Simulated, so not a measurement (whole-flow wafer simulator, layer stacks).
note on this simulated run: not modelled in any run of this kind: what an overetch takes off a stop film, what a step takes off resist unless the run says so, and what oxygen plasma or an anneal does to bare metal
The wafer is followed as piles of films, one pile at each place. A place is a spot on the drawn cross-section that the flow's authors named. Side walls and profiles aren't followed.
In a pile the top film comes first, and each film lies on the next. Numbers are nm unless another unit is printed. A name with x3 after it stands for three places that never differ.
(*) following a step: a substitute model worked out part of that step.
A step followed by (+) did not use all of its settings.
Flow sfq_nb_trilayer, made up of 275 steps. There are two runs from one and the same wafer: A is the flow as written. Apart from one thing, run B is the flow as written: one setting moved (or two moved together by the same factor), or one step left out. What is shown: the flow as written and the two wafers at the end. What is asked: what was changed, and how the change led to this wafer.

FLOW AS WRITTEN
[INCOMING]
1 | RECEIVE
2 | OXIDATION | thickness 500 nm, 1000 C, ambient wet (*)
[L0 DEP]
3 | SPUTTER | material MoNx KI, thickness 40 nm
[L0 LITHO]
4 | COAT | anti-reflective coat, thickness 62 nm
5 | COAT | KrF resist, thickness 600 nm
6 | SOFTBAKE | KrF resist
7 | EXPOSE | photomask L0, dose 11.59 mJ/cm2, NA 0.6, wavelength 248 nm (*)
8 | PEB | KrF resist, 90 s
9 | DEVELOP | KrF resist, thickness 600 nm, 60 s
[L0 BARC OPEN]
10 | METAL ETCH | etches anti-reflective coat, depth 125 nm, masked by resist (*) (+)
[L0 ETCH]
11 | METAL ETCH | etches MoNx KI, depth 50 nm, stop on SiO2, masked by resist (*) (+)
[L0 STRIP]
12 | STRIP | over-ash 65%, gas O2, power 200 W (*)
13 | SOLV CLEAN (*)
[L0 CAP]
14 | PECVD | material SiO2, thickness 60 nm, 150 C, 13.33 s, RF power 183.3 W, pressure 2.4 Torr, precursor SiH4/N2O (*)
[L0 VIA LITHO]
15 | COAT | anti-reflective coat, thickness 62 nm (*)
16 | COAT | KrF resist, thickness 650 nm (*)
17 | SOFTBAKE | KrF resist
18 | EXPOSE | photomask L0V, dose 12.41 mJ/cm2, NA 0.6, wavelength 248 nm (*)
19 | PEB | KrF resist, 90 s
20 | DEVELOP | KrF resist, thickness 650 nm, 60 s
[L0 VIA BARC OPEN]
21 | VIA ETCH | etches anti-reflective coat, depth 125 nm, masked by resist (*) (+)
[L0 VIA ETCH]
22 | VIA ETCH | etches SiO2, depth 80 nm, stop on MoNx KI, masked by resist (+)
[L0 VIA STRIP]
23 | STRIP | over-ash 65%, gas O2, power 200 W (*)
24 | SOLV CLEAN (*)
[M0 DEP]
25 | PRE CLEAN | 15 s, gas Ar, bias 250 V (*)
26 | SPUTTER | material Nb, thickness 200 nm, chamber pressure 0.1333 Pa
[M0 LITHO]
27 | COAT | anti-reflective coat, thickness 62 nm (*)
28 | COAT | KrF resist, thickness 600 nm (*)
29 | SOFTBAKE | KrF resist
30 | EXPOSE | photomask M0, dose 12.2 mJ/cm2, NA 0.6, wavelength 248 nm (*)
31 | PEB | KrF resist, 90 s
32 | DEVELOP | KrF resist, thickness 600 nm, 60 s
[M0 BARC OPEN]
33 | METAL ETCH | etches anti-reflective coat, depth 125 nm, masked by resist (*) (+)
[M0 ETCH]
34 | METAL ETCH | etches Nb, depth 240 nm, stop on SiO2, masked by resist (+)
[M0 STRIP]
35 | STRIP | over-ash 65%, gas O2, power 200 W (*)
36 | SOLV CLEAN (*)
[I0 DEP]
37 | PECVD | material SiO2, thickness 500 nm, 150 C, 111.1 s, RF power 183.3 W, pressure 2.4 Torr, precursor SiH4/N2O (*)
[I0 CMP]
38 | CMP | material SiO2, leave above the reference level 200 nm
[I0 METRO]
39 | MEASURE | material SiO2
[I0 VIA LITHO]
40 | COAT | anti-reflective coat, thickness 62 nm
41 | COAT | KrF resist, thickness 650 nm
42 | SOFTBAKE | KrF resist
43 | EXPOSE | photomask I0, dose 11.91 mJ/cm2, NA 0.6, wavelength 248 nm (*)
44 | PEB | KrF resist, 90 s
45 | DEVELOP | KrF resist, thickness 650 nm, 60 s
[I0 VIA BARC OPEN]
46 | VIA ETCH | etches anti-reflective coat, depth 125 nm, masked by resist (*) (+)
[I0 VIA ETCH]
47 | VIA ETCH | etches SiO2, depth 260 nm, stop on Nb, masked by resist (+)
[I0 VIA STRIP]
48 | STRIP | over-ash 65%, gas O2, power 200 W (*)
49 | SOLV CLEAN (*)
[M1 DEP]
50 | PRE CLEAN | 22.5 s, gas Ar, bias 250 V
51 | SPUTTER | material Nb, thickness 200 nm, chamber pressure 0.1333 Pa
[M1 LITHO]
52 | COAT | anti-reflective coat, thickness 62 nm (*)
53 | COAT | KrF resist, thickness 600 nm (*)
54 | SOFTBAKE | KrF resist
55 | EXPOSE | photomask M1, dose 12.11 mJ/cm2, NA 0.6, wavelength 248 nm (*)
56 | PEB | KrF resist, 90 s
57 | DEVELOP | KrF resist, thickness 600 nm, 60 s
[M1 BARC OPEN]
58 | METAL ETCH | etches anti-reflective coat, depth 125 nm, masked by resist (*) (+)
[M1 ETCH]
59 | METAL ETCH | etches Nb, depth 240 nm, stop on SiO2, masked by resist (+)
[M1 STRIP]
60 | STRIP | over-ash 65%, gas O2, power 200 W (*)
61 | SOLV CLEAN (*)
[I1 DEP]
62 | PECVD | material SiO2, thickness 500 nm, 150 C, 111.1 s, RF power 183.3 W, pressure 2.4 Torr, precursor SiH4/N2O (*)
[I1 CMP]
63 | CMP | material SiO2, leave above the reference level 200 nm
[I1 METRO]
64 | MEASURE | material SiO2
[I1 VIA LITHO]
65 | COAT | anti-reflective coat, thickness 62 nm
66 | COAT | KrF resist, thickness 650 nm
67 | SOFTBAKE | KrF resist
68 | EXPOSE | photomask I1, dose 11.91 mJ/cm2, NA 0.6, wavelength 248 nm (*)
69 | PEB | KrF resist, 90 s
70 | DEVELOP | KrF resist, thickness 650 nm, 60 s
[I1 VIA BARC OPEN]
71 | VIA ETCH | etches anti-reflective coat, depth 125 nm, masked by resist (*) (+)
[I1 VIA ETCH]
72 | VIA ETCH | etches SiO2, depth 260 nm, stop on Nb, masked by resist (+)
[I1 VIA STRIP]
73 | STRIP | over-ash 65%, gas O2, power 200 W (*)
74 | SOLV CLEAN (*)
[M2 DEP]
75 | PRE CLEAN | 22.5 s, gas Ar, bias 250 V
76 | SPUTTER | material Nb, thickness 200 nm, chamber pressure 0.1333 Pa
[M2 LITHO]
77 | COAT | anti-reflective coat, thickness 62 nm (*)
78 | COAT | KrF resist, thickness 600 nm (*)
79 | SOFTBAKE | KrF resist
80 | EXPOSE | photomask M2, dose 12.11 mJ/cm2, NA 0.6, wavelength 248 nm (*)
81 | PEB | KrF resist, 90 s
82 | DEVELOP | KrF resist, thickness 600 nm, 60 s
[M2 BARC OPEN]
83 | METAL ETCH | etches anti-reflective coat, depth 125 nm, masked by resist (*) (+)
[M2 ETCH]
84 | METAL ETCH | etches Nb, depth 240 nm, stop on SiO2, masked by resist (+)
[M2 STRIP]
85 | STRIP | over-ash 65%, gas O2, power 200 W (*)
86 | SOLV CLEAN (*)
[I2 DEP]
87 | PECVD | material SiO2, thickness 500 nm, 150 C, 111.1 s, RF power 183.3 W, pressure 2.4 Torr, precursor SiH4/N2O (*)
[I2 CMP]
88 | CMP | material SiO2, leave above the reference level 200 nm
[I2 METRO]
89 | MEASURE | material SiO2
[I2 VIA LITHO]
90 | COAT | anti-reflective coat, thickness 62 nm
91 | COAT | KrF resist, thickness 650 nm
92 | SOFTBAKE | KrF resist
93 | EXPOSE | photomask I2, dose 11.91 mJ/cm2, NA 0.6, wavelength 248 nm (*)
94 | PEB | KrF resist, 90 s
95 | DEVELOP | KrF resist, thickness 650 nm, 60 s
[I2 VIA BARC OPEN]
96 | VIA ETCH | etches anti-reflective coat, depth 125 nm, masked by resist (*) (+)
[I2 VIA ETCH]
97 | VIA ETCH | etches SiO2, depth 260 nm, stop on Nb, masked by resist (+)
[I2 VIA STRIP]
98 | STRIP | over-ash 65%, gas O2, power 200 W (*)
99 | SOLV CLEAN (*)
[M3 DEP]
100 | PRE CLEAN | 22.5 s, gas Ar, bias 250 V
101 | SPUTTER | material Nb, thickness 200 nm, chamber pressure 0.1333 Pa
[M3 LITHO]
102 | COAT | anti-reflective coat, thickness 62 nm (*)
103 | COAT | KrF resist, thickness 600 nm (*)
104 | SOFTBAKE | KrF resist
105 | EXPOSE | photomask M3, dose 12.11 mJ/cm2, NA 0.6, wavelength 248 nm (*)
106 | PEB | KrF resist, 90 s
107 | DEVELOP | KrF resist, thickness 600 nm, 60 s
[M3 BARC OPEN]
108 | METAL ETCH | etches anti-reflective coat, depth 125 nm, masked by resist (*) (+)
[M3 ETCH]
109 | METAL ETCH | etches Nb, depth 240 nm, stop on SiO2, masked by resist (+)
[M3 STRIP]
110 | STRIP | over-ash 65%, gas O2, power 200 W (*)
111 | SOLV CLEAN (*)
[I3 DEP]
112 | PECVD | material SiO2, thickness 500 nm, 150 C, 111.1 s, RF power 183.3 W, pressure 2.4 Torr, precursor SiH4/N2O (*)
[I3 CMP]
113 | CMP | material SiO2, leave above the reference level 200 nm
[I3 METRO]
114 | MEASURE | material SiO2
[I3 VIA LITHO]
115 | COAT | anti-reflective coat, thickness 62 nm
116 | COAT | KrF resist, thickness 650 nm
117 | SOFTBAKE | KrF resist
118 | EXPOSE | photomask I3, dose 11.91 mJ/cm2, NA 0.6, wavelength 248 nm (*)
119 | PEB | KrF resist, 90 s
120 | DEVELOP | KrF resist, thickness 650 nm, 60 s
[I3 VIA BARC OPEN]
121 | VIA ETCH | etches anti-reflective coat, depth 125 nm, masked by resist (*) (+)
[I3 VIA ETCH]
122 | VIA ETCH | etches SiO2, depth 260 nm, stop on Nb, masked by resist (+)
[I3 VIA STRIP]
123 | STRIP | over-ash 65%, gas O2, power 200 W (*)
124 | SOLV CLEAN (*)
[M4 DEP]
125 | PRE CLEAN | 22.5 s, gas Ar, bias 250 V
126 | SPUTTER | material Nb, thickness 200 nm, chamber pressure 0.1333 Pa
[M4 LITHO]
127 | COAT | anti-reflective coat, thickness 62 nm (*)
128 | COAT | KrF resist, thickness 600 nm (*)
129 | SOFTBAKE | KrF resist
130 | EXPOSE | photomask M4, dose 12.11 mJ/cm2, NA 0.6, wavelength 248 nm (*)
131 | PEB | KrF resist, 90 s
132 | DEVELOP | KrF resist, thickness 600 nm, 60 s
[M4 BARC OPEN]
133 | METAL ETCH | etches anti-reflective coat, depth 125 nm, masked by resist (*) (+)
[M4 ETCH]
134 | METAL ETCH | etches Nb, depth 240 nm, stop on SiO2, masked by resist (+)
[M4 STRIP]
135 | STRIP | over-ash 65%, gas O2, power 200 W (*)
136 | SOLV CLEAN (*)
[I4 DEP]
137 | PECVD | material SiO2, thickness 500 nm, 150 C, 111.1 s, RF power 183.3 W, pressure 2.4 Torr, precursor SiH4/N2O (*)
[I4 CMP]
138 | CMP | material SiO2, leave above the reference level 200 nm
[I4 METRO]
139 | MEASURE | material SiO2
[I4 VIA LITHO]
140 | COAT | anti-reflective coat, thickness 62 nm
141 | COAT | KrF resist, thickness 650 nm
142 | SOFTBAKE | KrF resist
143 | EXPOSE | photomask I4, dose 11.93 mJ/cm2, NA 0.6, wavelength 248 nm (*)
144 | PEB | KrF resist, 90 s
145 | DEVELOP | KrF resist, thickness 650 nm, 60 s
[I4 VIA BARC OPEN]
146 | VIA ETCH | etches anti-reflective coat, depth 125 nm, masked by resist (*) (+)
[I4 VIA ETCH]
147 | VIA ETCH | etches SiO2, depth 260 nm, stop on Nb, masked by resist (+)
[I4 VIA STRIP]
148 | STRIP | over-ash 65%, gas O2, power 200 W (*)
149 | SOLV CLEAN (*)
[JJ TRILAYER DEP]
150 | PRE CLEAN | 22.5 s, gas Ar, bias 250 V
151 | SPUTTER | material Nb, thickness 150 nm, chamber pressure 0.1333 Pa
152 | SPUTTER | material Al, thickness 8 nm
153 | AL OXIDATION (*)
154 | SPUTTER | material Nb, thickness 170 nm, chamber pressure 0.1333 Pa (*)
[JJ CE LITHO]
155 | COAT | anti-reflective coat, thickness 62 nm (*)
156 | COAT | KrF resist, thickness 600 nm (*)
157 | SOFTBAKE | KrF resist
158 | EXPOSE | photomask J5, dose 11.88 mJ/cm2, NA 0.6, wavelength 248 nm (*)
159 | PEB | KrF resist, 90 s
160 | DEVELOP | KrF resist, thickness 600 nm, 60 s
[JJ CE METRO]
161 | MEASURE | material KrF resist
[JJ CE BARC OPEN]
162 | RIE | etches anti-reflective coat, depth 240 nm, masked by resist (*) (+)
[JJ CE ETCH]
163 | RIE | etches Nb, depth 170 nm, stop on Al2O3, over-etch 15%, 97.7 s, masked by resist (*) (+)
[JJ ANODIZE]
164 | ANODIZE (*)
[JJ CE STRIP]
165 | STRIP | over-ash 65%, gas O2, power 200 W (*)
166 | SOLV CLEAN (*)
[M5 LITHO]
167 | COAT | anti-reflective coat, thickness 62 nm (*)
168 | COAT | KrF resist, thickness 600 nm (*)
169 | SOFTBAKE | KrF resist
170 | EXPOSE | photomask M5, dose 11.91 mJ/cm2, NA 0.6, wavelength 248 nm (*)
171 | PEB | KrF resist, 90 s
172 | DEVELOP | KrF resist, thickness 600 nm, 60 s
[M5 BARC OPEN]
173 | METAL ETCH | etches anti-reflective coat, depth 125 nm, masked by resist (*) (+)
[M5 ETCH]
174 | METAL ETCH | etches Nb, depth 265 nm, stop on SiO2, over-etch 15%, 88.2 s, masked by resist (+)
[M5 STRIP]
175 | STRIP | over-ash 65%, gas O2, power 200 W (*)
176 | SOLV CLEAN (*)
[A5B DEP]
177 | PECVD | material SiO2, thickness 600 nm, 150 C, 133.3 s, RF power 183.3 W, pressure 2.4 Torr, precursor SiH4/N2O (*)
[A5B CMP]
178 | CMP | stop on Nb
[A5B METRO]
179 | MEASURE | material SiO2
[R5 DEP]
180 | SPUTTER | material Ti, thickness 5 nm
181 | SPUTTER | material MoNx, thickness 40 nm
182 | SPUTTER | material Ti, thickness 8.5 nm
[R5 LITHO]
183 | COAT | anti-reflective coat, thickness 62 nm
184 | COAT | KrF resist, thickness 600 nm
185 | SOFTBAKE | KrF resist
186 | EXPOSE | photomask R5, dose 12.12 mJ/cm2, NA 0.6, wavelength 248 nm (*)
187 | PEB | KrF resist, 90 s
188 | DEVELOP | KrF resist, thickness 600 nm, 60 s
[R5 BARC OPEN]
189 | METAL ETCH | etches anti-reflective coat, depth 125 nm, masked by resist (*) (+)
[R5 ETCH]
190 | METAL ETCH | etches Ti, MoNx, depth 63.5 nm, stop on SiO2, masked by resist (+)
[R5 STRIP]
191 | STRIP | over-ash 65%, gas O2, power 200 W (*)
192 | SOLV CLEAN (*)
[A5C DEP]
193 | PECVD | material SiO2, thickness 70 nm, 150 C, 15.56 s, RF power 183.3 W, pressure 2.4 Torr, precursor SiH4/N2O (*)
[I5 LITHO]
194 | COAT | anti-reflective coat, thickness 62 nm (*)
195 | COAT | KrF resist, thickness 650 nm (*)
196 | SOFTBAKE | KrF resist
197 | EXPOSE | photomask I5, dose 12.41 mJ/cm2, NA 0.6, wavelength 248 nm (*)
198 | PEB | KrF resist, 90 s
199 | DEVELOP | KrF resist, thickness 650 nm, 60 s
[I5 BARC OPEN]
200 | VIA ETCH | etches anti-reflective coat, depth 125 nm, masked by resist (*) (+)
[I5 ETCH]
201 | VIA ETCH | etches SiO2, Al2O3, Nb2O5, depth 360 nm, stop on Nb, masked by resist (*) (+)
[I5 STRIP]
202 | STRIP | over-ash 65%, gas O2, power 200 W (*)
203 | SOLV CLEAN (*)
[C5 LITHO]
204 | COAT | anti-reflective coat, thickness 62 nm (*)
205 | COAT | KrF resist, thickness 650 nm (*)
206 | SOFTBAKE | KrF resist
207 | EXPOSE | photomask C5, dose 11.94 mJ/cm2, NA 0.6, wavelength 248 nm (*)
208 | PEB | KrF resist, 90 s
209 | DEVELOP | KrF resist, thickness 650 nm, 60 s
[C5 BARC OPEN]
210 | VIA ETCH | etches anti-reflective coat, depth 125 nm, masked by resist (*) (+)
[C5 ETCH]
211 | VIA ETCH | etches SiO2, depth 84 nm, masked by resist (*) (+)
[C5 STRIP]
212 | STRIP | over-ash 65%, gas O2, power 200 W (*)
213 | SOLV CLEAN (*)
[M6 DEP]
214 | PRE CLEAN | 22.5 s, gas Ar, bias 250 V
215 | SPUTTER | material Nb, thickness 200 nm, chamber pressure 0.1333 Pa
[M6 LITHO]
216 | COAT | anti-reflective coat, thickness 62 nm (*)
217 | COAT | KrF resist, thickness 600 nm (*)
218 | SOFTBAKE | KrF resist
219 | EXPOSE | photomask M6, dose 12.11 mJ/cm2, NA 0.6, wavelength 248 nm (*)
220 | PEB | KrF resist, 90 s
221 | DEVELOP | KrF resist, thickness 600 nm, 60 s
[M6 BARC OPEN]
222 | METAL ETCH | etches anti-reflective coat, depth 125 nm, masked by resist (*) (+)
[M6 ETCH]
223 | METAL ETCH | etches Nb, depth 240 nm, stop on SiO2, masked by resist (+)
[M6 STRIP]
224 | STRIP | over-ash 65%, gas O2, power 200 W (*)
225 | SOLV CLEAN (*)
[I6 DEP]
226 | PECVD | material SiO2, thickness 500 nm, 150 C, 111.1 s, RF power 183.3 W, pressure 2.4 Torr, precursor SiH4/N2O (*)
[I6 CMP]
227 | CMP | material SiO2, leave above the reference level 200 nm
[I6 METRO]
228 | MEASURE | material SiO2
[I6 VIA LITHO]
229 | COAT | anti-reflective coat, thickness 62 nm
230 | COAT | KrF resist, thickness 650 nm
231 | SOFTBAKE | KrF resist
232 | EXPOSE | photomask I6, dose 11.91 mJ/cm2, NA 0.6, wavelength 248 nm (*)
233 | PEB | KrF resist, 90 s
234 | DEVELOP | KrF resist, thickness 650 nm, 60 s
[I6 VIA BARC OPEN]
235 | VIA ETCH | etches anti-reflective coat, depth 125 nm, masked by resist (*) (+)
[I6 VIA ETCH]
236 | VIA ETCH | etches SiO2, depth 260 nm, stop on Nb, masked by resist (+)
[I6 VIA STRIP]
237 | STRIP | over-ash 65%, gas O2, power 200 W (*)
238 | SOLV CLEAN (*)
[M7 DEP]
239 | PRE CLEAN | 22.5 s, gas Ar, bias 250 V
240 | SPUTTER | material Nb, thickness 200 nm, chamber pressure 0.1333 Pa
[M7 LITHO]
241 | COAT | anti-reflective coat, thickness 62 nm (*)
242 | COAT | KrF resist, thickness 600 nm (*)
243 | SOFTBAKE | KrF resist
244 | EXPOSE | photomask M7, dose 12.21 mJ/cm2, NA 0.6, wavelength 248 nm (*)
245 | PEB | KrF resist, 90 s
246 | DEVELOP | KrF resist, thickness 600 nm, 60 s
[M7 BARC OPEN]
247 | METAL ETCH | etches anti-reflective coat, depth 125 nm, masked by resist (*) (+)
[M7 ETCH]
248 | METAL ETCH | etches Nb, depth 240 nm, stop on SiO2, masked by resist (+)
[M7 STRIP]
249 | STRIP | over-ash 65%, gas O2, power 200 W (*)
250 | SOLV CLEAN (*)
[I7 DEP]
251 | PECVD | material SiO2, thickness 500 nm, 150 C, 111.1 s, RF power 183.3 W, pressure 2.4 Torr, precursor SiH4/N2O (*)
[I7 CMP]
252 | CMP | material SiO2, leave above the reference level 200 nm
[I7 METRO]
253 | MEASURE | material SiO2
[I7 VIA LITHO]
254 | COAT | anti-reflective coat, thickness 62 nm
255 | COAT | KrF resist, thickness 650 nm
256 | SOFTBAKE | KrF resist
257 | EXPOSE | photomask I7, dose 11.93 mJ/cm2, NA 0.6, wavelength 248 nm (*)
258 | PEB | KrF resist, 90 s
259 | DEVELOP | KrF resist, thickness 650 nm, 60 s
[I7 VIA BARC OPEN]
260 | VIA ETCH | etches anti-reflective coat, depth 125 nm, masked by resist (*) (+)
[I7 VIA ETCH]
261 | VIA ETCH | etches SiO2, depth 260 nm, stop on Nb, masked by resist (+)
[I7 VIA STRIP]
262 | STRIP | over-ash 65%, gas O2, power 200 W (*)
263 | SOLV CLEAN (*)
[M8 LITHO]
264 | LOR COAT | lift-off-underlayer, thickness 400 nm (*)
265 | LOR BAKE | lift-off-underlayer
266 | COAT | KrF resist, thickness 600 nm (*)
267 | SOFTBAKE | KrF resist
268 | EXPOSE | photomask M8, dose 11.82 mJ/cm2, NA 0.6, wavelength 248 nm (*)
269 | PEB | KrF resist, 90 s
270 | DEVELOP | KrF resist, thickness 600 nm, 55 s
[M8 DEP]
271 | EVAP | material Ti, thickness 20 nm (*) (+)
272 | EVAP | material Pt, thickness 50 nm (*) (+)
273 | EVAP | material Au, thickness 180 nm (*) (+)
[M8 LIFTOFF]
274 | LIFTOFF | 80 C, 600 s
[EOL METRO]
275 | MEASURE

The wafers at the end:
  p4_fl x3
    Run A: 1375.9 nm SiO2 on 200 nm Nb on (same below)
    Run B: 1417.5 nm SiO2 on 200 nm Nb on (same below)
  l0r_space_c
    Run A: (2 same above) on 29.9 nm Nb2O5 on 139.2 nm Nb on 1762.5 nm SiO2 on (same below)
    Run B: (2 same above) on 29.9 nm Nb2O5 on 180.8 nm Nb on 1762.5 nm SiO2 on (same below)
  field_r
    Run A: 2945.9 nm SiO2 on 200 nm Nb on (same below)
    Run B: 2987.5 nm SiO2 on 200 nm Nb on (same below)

The reason: step 151, SPUTTER: thickness 191.6 nm was run, while the flow as written has thickness 150 nm.

The path from the change to this, step by step:
  151 | SPUTTER | material Nb, thickness 150 nm, chamber pressure 0.1333 Pa
      field_l, v_sur, via_sp and 100 more: A +150 Nb (new film) | B +191.6 Nb (new film)
      via_wl, via_w, via_wr: A +130.4 Nb | B +167 Nb
  155 | COAT | anti-reflective coat, thickness 62 nm (*)
      via_wl, via_wr: A +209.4 anti-reflective coat (new film) | B +221.8 anti-reflective coat (new film)
      via_w: A +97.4 anti-reflective coat (new film) | B +101.3 anti-reflective coat (new film)
  162 | RIE | etches anti-reflective coat, depth 240 nm, masked by resist (*) (+)
      ce_l, c5j, ce_r, wl_jj: A -209.4 KrF resist | B -221.8 KrF resist
      via_wl, via_wr: A -209.4 anti-reflective coat (all of it) | B -221.8 anti-reflective coat (all of it)
      (also at 1 further place)
  164 | ANODIZE (*)
      via_wl, via_wr: A +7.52 Al2O3 (new film), +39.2 Nb2O5 (new film), -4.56 Al (all of it), -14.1 Nb | B +6.99 Al2O3 (new film), +40.1 Nb2O5 (new film), -4.23 Al (all of it), -14.4 Nb
  165 | STRIP | over-ash 65%, gas O2, power 200 W (*)
      ce_l: A -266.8 KrF resist (all of it), -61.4 anti-reflective coat (all of it) | B -254.3 KrF resist (all of it), -61.4 anti-reflective coat (all of it)
      c5j: A -266.9 KrF resist (all of it), -61.5 anti-reflective coat (all of it) | B -254.4 KrF resist (all of it), -61.5 anti-reflective coat (all of it)
      (also at 2 further places)
  167 | COAT | anti-reflective coat, thickness 62 nm (*)
      v_sur: A +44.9 anti-reflective coat (new film) | B +41.2 anti-reflective coat (new film)
      via_wl: A +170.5 anti-reflective coat (new film) | B +153.8 anti-reflective coat (new film)
      (also at 3 further places)
  168 | COAT | KrF resist, thickness 600 nm (*)
      via_wl: A +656 KrF resist (new film) | B +671.9 KrF resist (new film)
      via_wr: A +656.6 KrF resist (new film) | B +672.8 KrF resist (new film)
  174 | METAL ETCH | etches Nb, depth 265 nm, stop on SiO2, over-etch 15%, 88.2 s, masked by resist (+)
      field_l, r_sur, res and 49 more: A -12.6 Al2O3 (all of it), -29.9 Nb2O5 (all of it), -139.2 Nb (all of it), -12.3 SiO2 | B -12.6 Al2O3 (all of it), -29.9 Nb2O5 (all of it), -180.8 Nb (all of it), -8.13 SiO2
      wl_a_sl: A -12.6 Al2O3 (all of it), -29.9 Nb2O5 (all of it), -139.2 Nb (all of it), -12.3 SiO2 | B -12.6 Al2O3 (all of it), -29.9 Nb2O5 (all of it), -180.8 Nb (all of it), -8.14 SiO2
  175 | STRIP | over-ash 65%, gas O2, power 200 W (*)
      v_sur: A -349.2 KrF resist (all of it), -44.9 anti-reflective coat (all of it) | B -348.3 KrF resist (all of it), -41.2 anti-reflective coat (all of it)
      via_wl: A -427 KrF resist (all of it), -170.5 anti-reflective coat (all of it) | B -442.9 KrF resist (all of it), -153.8 anti-reflective coat (all of it)
      (also at 3 further places)
  178 | CMP | stop on Nb
      field_l, p4_fl x3, p4_w1 x9 and 29 more: A -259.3 SiO2 | B -221.9 SiO2
      r_sur, res, r_end, moat, field_r, lsp_l: A -252.3 SiO2 | B -213.5 SiO2
      (also at 8 further places)
